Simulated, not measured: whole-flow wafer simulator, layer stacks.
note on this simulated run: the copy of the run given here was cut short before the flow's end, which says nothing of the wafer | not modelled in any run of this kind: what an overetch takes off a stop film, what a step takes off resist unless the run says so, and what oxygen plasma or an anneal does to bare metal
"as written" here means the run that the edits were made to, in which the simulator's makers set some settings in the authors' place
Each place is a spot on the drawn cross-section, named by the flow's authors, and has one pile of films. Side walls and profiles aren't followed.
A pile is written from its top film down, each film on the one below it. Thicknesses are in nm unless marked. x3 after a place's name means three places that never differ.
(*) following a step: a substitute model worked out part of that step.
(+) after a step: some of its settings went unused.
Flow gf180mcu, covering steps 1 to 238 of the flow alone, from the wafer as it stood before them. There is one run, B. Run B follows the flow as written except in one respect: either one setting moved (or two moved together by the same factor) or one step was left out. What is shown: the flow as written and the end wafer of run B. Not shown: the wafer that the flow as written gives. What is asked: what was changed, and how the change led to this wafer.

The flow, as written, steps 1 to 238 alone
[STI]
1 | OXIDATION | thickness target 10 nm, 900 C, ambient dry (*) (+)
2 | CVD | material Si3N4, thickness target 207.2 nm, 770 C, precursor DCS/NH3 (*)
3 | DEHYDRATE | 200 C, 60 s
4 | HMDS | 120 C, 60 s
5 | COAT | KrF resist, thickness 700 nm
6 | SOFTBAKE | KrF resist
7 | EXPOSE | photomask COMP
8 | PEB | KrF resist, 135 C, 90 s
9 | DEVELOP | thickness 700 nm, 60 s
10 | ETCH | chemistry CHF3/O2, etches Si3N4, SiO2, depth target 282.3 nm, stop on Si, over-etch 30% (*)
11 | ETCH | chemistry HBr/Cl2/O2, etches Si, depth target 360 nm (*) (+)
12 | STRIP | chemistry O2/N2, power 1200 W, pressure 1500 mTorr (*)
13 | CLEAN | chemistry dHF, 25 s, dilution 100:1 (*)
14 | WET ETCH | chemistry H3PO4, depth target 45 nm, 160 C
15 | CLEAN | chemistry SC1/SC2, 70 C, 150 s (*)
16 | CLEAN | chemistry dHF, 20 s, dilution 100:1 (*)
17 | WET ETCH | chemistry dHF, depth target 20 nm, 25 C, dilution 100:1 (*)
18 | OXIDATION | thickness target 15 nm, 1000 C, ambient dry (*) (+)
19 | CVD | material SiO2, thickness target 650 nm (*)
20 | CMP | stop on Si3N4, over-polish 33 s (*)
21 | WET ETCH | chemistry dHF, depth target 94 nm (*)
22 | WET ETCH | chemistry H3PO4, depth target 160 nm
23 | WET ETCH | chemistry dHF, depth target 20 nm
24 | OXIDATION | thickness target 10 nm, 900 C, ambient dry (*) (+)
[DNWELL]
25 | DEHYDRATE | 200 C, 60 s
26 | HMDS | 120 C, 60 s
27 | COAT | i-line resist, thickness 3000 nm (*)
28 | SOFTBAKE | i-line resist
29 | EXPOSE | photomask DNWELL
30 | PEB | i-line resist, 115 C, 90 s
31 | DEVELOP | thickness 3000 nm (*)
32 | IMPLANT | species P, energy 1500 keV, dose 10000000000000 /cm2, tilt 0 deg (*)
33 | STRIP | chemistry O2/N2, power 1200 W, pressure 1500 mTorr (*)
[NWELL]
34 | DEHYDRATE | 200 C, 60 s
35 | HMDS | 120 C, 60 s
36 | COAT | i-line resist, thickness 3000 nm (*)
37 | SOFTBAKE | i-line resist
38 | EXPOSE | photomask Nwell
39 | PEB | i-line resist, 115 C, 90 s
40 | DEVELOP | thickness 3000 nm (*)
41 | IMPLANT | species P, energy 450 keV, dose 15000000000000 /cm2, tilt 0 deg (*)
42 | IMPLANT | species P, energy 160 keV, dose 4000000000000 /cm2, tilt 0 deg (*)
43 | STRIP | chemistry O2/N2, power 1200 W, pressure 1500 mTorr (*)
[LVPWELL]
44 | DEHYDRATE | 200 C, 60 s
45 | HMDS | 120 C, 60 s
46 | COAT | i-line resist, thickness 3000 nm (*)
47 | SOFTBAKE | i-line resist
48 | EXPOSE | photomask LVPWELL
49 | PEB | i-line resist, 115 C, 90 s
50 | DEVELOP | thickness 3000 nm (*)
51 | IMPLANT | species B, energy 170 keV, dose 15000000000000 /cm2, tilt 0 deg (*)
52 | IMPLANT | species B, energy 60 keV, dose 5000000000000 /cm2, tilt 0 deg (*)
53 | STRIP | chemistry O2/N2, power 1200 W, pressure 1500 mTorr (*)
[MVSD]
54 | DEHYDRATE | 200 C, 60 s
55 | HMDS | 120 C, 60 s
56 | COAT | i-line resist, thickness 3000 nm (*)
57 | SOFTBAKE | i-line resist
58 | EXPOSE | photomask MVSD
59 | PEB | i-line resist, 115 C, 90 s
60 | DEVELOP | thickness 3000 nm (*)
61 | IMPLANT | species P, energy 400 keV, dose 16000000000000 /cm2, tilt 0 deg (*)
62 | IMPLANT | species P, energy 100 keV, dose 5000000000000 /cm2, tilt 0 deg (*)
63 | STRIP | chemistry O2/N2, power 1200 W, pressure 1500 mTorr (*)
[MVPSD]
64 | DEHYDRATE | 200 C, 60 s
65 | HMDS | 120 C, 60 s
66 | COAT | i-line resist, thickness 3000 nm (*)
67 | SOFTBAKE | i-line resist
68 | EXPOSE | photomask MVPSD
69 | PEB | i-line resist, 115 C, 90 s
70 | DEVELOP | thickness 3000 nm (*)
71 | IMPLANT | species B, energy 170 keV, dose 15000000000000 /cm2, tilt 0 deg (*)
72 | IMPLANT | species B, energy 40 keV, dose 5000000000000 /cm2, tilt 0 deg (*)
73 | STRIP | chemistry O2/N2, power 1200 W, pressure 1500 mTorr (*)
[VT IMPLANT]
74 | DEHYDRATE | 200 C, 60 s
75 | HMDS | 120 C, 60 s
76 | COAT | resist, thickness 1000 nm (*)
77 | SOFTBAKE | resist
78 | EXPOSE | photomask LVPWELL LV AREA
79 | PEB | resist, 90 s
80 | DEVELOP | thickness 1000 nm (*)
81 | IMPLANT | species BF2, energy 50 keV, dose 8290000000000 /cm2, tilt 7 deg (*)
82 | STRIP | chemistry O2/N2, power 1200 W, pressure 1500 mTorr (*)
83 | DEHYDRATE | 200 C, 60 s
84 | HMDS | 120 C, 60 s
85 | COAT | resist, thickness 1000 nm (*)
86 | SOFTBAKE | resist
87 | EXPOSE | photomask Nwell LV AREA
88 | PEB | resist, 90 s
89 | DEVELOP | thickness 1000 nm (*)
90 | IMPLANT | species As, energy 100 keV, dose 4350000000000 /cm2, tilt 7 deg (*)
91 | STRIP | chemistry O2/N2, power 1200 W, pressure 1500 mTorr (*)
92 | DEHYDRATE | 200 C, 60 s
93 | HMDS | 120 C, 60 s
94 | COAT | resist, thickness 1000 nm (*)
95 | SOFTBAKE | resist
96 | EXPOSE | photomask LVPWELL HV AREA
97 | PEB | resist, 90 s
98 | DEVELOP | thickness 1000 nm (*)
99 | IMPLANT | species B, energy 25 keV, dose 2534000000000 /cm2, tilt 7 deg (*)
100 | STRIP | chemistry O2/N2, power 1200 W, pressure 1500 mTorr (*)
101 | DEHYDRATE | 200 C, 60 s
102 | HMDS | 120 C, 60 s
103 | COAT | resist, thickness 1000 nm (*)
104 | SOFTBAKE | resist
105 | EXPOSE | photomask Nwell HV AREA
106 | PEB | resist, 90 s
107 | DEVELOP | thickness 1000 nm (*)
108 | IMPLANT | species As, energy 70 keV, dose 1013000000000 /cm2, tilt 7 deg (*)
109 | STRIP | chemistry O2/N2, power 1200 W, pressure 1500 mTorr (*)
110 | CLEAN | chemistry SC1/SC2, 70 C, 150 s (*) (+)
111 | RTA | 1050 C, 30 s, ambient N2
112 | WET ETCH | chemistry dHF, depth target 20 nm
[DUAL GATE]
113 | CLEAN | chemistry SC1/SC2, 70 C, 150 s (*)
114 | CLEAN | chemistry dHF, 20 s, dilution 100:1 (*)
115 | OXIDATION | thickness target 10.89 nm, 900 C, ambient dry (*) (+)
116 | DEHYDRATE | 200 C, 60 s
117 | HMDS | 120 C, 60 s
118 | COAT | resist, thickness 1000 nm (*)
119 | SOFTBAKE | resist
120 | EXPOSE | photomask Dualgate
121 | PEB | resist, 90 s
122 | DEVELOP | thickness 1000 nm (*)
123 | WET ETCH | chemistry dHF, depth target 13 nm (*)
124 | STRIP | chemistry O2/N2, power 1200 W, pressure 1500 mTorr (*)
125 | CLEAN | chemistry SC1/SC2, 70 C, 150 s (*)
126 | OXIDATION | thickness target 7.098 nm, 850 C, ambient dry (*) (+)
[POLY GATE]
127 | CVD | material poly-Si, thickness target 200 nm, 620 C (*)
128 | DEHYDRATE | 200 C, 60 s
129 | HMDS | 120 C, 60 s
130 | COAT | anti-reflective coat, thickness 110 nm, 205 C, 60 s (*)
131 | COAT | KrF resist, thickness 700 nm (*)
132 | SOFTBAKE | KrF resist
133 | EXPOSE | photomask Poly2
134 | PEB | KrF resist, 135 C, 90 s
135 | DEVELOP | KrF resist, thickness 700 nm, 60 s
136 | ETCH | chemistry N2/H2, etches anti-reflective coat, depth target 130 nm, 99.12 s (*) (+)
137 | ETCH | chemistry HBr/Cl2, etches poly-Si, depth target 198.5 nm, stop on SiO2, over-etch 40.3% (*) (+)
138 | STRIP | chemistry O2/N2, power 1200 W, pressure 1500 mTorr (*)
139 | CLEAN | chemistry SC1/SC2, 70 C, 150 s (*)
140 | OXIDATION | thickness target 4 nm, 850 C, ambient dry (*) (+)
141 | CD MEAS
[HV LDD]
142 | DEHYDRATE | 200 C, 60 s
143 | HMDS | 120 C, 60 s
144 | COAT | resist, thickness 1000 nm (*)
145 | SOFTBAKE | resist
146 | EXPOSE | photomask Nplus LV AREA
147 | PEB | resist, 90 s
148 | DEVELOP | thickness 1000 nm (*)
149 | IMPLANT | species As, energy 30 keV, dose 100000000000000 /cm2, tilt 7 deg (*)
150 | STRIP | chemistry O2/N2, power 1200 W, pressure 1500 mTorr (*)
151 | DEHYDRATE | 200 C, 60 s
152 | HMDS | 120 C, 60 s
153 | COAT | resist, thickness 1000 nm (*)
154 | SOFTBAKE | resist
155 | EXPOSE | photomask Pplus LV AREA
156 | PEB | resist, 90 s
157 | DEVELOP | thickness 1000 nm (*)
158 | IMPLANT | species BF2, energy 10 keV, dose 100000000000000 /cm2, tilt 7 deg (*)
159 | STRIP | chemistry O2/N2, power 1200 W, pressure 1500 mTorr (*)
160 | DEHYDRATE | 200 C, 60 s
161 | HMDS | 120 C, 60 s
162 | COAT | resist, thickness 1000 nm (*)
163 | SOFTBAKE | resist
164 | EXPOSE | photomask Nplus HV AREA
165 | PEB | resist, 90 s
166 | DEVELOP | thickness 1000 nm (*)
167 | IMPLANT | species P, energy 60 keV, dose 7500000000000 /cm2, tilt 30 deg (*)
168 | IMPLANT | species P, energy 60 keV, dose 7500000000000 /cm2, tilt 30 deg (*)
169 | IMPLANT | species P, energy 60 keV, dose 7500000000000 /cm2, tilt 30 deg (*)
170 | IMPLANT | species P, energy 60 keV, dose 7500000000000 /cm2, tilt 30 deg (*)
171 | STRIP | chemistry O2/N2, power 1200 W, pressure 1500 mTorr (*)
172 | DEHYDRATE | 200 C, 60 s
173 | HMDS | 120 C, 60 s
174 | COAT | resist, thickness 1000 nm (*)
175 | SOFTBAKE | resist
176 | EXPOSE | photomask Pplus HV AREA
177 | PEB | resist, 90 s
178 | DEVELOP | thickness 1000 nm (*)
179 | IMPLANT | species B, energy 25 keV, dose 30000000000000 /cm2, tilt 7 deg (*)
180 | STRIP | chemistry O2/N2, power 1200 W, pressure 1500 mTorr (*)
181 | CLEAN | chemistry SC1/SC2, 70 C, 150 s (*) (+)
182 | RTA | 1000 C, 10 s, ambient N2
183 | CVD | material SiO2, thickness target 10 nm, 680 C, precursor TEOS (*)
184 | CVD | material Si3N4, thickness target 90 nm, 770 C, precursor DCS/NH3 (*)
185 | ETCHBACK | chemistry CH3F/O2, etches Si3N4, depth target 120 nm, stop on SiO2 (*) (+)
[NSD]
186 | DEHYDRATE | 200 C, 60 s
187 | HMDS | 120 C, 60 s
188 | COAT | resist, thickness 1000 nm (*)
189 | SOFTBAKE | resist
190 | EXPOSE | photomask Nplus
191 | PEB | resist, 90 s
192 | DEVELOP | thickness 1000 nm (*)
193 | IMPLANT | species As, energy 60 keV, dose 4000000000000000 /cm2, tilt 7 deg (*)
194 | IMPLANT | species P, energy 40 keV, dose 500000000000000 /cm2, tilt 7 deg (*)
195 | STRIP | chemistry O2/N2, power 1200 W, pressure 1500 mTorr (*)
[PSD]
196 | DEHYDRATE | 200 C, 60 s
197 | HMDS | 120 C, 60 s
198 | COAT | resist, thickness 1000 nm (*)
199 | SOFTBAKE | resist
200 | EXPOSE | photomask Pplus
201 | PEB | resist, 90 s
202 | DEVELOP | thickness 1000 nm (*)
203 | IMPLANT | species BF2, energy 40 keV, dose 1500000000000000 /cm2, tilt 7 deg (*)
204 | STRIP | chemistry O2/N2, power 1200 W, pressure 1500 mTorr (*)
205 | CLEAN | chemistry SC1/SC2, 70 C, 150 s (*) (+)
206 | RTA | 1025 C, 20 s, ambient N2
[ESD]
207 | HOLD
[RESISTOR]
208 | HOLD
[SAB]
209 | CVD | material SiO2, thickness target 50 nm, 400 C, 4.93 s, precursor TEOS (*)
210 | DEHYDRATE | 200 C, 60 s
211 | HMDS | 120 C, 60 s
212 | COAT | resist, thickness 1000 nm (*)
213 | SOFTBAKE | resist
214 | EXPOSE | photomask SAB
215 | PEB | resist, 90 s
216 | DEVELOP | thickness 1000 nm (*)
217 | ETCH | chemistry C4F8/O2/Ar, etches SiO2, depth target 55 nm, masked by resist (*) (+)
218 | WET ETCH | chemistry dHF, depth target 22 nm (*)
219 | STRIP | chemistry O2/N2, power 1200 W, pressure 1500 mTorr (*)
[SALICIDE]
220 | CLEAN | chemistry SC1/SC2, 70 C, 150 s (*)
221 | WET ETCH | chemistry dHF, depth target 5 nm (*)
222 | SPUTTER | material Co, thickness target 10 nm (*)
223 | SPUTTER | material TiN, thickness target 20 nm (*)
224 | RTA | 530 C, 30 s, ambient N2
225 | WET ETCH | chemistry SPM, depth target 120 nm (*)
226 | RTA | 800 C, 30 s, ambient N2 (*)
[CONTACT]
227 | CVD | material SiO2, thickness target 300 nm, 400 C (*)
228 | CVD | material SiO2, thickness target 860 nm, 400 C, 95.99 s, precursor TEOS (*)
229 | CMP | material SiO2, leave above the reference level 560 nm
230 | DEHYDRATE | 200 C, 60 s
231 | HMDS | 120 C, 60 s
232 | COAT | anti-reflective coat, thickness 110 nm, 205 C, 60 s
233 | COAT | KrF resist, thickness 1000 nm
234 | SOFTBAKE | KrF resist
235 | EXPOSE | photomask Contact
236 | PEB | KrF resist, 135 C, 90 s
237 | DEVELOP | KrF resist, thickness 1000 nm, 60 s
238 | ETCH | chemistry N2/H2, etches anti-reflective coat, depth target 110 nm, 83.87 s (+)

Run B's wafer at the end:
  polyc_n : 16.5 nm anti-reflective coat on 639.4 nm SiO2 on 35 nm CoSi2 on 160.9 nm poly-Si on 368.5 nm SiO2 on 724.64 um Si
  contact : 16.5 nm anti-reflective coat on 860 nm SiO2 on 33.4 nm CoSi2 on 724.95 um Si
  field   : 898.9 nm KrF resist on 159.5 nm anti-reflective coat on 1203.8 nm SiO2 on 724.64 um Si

The reason: step 232, COAT: thickness 159.5 nm was run, though the flow has thickness 110 nm.
The wafer itself shows it: field has anti-reflective coat 159.5, and step 232 as written asks for 110 nm.

How this came from the change, step by step:
  232 | COAT | anti-reflective coat, thickness 110 nm, 205 C, 60 s
      field, field__w1, field__w2 and 108 more: +159.5 anti-reflective coat (new film) (as written it would have been: +110 anti-reflective coat (new film))
  238 | ETCH | chemistry N2/H2, etches anti-reflective coat, depth target 110 nm, 83.87 s (+)
      contact, polyc_n, polyc_p: -143 anti-reflective coat (as written it would have been: -110 anti-reflective coat (all of it), -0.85 SiO2)
